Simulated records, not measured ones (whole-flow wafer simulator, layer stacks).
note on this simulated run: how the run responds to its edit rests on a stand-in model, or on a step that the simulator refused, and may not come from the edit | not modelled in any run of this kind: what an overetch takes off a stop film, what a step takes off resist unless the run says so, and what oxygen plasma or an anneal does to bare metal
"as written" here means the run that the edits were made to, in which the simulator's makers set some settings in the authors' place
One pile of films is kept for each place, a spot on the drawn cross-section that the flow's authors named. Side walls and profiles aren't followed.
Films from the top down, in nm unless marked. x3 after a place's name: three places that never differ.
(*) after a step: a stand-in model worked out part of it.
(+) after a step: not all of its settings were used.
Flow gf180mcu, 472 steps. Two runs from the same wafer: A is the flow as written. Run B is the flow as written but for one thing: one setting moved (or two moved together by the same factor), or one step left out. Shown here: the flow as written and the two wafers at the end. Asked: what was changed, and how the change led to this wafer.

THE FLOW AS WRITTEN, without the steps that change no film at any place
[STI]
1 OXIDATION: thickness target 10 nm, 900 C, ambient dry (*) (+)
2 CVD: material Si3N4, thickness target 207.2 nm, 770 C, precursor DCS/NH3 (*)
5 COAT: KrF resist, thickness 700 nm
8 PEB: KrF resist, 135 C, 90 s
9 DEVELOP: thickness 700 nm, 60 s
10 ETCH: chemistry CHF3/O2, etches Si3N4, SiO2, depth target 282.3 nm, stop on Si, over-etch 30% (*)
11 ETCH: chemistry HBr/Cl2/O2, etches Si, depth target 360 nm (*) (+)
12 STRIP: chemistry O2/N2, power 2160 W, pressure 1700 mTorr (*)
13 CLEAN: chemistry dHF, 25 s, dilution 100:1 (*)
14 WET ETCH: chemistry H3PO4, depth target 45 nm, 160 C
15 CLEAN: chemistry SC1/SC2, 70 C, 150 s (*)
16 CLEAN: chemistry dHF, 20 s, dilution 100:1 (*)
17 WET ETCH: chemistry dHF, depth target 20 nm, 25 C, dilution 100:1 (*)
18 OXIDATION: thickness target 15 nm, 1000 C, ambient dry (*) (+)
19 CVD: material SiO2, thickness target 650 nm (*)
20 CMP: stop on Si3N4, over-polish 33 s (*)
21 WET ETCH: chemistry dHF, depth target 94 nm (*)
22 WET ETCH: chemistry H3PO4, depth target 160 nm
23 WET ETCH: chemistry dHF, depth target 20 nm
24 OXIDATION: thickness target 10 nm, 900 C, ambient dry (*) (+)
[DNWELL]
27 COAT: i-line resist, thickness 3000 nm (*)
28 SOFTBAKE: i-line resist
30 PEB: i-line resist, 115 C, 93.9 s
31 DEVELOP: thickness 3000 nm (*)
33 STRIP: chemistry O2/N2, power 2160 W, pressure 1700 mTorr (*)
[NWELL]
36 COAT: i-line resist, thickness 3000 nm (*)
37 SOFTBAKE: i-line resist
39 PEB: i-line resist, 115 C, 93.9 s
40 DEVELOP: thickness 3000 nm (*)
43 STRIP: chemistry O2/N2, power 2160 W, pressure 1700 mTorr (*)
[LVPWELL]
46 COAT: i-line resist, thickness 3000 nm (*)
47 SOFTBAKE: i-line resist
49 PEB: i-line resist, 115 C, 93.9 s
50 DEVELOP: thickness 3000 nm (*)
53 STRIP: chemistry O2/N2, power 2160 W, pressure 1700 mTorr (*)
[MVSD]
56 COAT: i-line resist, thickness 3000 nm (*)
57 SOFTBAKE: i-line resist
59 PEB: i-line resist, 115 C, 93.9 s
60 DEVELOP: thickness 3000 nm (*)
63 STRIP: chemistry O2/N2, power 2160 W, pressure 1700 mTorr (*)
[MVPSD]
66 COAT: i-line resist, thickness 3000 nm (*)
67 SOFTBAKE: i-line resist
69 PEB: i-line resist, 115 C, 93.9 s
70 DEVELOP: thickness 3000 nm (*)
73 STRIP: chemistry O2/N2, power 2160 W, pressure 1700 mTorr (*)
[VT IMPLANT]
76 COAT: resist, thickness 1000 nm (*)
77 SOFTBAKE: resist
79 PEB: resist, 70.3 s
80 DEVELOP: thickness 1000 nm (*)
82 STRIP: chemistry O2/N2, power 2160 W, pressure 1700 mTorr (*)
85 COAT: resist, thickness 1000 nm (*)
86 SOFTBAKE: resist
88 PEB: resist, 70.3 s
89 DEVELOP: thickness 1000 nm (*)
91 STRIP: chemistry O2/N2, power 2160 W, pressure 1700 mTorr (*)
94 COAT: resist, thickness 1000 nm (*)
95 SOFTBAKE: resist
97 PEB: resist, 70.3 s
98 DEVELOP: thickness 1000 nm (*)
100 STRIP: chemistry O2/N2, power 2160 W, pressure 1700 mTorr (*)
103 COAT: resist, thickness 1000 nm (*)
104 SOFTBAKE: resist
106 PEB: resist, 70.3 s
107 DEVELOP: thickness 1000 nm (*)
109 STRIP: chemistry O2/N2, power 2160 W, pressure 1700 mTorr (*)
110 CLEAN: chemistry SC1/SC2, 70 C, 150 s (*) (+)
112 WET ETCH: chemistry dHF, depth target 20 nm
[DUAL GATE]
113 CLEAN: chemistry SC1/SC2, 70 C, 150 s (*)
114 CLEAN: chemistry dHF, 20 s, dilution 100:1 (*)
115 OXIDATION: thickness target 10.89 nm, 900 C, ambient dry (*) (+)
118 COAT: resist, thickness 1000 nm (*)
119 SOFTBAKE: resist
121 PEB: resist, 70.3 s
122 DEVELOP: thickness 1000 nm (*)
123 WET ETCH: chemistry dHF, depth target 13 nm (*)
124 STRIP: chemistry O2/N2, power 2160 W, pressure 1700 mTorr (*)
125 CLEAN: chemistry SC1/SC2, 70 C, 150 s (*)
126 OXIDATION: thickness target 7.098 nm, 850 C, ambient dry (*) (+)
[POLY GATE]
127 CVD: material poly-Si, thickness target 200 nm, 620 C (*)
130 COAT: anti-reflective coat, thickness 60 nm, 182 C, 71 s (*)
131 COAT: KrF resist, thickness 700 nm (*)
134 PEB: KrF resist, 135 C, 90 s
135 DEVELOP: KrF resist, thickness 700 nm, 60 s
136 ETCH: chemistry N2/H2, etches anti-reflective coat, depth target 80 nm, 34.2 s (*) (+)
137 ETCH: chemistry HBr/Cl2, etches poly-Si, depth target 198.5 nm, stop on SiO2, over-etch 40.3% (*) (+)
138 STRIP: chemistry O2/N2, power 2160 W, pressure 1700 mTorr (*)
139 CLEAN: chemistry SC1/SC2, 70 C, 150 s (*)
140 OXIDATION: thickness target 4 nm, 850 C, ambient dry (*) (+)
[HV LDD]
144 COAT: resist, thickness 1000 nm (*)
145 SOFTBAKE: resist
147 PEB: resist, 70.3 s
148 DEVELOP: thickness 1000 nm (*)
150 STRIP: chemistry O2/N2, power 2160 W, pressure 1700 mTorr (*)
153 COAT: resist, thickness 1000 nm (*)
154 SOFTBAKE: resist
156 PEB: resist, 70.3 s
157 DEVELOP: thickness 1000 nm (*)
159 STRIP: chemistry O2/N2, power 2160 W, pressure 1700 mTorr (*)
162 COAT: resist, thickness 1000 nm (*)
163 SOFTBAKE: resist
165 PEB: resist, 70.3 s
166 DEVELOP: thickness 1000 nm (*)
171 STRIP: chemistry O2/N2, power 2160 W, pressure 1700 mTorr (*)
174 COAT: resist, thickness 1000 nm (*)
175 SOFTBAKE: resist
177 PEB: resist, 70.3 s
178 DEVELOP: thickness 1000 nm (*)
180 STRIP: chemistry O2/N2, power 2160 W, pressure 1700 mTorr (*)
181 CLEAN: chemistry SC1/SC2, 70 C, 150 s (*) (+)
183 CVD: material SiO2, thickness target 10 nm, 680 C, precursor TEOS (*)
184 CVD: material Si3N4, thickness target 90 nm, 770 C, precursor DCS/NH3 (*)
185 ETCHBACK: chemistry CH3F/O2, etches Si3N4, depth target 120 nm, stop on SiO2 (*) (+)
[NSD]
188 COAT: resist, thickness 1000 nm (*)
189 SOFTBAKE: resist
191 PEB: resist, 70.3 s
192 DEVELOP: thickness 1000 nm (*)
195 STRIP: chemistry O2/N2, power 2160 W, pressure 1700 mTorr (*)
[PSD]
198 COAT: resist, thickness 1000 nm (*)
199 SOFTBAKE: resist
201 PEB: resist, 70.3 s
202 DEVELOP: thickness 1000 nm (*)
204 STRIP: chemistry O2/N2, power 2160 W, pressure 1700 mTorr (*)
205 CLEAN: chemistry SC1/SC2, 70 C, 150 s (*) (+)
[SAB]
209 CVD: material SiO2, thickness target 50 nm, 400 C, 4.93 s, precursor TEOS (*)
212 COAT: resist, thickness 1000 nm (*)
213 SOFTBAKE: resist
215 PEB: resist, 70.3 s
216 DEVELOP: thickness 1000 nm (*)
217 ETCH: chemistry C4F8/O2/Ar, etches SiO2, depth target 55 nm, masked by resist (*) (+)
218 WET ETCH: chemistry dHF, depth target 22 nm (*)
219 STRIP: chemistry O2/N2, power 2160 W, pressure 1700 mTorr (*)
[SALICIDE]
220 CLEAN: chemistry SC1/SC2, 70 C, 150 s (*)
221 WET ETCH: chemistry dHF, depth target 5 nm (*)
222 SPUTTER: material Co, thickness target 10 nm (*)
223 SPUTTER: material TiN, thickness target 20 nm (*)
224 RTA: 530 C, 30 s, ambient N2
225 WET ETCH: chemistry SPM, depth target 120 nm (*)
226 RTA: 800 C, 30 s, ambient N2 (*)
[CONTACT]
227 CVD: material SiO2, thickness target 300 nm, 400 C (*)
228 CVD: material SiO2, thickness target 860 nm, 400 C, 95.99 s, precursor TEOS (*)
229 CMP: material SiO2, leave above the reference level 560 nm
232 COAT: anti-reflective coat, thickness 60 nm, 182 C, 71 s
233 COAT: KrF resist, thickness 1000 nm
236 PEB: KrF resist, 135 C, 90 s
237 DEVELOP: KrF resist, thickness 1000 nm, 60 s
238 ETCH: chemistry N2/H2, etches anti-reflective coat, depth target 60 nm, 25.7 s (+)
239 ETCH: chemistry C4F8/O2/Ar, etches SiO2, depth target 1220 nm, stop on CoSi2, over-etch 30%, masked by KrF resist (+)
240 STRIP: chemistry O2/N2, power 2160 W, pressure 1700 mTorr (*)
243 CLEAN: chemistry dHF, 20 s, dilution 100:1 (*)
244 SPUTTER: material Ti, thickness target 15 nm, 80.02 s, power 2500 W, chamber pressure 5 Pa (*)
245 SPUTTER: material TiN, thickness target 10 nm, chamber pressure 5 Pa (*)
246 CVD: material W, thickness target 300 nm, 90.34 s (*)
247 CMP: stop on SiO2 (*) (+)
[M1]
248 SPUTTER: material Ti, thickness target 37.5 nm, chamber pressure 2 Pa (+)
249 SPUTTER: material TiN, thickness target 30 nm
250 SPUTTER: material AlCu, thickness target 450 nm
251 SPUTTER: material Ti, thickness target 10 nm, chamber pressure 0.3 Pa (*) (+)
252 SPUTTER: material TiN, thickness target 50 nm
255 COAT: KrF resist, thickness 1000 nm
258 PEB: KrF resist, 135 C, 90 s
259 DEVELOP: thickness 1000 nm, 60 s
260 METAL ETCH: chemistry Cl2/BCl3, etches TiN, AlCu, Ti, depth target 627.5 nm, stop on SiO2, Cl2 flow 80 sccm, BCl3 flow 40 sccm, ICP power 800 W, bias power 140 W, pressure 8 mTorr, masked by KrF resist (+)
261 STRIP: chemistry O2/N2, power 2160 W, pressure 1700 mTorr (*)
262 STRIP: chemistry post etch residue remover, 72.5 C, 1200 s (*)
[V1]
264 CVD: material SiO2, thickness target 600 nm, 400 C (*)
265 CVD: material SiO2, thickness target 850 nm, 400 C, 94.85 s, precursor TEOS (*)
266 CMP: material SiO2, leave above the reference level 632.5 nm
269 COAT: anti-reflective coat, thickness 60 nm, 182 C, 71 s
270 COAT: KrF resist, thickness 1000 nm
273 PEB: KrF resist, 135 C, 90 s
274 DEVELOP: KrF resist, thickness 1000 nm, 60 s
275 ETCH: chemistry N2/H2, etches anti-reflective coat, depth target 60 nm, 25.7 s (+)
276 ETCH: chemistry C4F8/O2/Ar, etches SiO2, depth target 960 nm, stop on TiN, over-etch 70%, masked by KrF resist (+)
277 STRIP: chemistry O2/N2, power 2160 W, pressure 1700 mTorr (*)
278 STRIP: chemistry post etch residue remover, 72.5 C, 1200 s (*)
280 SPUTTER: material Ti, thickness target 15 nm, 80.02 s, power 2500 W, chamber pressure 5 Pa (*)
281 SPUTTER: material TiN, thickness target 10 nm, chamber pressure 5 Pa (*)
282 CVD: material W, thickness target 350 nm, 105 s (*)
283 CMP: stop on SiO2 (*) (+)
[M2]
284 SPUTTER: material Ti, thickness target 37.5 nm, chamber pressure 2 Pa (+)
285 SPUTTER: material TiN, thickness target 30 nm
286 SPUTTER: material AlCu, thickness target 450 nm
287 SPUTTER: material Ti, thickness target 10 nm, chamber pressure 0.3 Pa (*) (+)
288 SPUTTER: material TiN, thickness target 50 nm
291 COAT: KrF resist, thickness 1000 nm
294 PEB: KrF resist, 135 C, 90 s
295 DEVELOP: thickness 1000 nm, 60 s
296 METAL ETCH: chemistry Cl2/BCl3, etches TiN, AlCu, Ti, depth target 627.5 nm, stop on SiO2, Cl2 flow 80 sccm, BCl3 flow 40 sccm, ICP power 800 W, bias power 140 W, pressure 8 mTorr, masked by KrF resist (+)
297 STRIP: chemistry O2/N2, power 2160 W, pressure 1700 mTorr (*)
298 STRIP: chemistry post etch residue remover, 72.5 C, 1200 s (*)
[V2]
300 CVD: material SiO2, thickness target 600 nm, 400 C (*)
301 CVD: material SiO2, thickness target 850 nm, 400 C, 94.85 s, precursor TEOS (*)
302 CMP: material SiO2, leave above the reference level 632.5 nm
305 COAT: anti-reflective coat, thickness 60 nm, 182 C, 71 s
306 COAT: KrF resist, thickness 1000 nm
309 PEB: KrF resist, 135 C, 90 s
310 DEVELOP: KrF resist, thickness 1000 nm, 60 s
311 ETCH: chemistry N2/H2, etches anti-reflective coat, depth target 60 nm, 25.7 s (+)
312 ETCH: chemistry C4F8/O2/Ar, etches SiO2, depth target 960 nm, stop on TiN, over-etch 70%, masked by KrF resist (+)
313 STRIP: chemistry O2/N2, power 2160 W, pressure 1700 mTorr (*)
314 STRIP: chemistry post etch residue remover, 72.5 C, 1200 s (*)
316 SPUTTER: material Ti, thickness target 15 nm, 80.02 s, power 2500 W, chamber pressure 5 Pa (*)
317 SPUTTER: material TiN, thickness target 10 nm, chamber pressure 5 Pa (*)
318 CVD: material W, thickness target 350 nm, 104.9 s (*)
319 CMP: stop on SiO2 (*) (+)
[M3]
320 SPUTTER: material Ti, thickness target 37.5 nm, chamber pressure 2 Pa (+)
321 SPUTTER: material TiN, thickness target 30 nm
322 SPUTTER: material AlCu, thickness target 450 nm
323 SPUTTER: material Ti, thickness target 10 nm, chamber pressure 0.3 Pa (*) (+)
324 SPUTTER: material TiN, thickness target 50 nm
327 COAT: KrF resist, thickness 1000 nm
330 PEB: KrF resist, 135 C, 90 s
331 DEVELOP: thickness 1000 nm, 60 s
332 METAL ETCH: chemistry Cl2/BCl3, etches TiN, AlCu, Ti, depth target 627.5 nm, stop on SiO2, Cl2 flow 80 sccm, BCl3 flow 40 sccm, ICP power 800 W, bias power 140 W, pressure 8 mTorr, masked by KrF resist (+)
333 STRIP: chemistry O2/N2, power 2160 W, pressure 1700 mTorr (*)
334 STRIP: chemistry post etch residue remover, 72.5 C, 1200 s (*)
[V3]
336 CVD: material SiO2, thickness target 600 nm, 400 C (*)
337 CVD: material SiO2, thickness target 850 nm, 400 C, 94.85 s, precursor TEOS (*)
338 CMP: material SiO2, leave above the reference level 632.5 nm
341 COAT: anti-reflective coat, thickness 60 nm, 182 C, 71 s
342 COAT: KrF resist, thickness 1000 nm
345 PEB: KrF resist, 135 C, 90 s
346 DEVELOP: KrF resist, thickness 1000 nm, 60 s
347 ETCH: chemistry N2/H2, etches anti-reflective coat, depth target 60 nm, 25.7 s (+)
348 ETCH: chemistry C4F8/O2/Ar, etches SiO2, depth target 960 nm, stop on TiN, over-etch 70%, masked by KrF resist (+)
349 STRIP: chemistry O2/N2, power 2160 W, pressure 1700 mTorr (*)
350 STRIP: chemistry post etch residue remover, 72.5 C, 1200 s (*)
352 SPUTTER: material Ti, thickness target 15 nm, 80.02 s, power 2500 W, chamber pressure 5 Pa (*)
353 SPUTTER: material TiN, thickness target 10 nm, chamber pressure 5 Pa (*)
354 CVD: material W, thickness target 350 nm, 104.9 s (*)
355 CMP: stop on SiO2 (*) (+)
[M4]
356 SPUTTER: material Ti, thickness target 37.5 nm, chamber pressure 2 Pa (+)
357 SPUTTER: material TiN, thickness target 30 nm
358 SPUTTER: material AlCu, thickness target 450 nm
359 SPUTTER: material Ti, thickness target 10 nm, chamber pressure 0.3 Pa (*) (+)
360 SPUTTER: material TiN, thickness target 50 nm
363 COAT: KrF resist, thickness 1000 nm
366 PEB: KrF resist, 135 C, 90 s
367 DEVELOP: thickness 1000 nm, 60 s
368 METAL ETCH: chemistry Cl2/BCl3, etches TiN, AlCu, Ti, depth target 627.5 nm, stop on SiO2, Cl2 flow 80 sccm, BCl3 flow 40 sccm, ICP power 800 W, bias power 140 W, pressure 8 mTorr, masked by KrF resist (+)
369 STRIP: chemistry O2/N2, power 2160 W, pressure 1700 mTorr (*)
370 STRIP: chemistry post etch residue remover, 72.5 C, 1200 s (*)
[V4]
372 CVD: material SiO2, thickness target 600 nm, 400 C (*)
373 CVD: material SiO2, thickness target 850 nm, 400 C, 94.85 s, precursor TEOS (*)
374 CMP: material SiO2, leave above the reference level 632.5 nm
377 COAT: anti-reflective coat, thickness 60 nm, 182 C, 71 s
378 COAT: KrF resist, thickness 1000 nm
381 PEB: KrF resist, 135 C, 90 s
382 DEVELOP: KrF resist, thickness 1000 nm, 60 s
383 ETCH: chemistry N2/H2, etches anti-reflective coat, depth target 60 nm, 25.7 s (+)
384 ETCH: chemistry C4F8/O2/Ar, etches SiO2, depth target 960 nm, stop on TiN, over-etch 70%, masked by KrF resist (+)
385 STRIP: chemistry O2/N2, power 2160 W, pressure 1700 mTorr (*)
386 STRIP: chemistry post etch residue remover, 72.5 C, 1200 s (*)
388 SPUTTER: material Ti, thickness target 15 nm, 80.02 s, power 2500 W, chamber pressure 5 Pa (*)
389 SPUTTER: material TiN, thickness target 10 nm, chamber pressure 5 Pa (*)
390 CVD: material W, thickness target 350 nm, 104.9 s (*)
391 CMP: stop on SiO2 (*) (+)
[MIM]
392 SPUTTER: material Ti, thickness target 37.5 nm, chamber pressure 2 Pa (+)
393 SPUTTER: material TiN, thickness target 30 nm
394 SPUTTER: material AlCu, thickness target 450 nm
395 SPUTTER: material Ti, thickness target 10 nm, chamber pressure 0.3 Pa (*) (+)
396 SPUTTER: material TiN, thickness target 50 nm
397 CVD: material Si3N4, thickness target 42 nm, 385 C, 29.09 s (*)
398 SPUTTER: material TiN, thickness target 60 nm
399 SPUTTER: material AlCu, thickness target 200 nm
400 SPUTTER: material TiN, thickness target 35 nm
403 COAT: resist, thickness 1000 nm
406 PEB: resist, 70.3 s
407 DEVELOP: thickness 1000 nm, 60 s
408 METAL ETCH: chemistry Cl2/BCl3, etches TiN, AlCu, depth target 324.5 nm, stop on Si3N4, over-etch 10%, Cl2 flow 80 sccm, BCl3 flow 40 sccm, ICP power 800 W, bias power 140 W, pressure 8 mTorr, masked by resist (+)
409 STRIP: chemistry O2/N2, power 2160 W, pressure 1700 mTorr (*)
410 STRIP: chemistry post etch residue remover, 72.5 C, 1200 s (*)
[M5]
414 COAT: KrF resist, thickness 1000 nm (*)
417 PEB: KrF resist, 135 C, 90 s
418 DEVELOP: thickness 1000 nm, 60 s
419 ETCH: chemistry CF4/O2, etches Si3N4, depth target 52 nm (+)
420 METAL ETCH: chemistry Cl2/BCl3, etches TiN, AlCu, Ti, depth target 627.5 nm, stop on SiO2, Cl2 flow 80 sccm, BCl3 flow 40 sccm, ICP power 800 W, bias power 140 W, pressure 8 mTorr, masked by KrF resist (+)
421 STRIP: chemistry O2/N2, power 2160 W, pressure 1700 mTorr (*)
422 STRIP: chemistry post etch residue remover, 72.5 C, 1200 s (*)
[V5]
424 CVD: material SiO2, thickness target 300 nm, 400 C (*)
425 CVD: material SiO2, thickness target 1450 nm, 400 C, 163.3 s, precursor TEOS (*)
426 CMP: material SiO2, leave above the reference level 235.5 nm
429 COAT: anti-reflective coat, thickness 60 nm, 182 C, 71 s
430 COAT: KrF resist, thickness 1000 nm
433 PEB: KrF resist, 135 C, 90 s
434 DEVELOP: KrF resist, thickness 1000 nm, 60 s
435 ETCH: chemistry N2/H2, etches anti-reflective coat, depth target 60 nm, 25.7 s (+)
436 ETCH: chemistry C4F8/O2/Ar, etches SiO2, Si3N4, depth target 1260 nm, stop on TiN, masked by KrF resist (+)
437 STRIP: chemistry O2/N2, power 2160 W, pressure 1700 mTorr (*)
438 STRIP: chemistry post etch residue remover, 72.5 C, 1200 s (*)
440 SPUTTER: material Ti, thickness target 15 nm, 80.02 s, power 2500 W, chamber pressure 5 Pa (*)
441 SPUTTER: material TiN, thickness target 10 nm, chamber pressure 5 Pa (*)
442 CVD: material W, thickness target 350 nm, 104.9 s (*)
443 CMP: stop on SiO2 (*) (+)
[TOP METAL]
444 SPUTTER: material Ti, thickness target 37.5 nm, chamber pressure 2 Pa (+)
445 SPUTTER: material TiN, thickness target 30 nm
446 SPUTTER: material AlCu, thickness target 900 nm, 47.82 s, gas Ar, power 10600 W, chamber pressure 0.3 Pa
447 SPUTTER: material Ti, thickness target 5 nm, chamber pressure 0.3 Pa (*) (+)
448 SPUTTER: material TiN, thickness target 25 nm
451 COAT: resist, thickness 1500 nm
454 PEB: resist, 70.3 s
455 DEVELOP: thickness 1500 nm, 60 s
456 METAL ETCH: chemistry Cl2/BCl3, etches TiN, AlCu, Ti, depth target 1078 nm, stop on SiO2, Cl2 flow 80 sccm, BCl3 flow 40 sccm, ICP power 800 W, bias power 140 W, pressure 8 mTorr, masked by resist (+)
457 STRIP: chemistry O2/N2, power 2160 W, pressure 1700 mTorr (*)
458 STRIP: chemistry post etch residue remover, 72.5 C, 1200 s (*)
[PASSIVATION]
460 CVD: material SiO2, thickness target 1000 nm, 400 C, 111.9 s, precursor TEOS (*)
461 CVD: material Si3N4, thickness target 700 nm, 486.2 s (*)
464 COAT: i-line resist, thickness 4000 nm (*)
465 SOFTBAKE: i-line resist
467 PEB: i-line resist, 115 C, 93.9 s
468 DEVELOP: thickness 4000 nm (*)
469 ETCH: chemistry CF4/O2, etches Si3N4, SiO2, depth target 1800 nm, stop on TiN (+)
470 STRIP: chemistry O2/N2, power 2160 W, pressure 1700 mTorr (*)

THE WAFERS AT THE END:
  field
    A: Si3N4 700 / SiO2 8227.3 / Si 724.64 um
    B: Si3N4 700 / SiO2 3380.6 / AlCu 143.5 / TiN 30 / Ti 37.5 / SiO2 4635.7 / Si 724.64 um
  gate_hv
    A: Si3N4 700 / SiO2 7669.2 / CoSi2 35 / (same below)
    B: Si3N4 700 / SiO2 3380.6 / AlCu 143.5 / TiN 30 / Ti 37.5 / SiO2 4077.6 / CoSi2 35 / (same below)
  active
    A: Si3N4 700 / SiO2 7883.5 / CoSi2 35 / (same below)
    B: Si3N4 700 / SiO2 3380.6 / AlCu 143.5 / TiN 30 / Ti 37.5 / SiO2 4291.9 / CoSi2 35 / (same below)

The cause: step 368, METAL ETCH: depth target 360.8 nm was run, where the flow has depth target 627.5 nm.

How the change led to this, step by step:
  368 METAL ETCH: chemistry Cl2/BCl3, etches TiN, AlCu, Ti, depth target 627.5 nm, stop on SiO2, Cl2 flow 80 sccm, BCl3 flow 40 sccm, ICP power 800 W, bias power 140 W, pressure 8 mTorr, masked by KrF resist (+)
      field, field__w1, field__w2 and 103 more: A TiN -50 (all of it), Ti -10 (all of it), AlCu -450 (all of it), TiN -30 (all of it), Ti -37.5 (all of it) | B TiN -50 (all of it), Ti -10 (all of it), AlCu -300.8
      field__w8, contact, m1, m1__w1, m1_nw: A KrF resist -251 | B KrF resist -144.3
  369 STRIP: chemistry O2/N2, power 2160 W, pressure 1700 mTorr (*)
      field__w8, contact, m1, m1__w1, m1_nw: A KrF resist -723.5 (all of it) | B KrF resist -830.2 (all of it)
  370 STRIP: chemistry post etch residue remover, 72.5 C, 1200 s (*)
      field, field__w1, field__w2 and 103 more: A nothing | B AlCu -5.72
  372 CVD: material SiO2, thickness target 600 nm, 400 C (*)
      field, field__w1, field__w2 and 103 more: A SiO2 +600 | B SiO2 +600 (new film)
  374 CMP: material SiO2, leave above the reference level 632.5 nm
      field, field__w1, field__w2 and 103 more: A SiO2 -300 | B SiO2 -511
Counting metal films that touch as one body, field has 1 body; the flow as written gives 0 bodies.
Counting metal films that touch as one body, gate_hv has 2 bodies (between them, from the top down: SiO2 4077.6); the flow as written gives 1 body.
Counting metal films that touch as one body, active has 2 bodies (between them, from the top down: SiO2 4291.9); the flow as written gives 1 body.
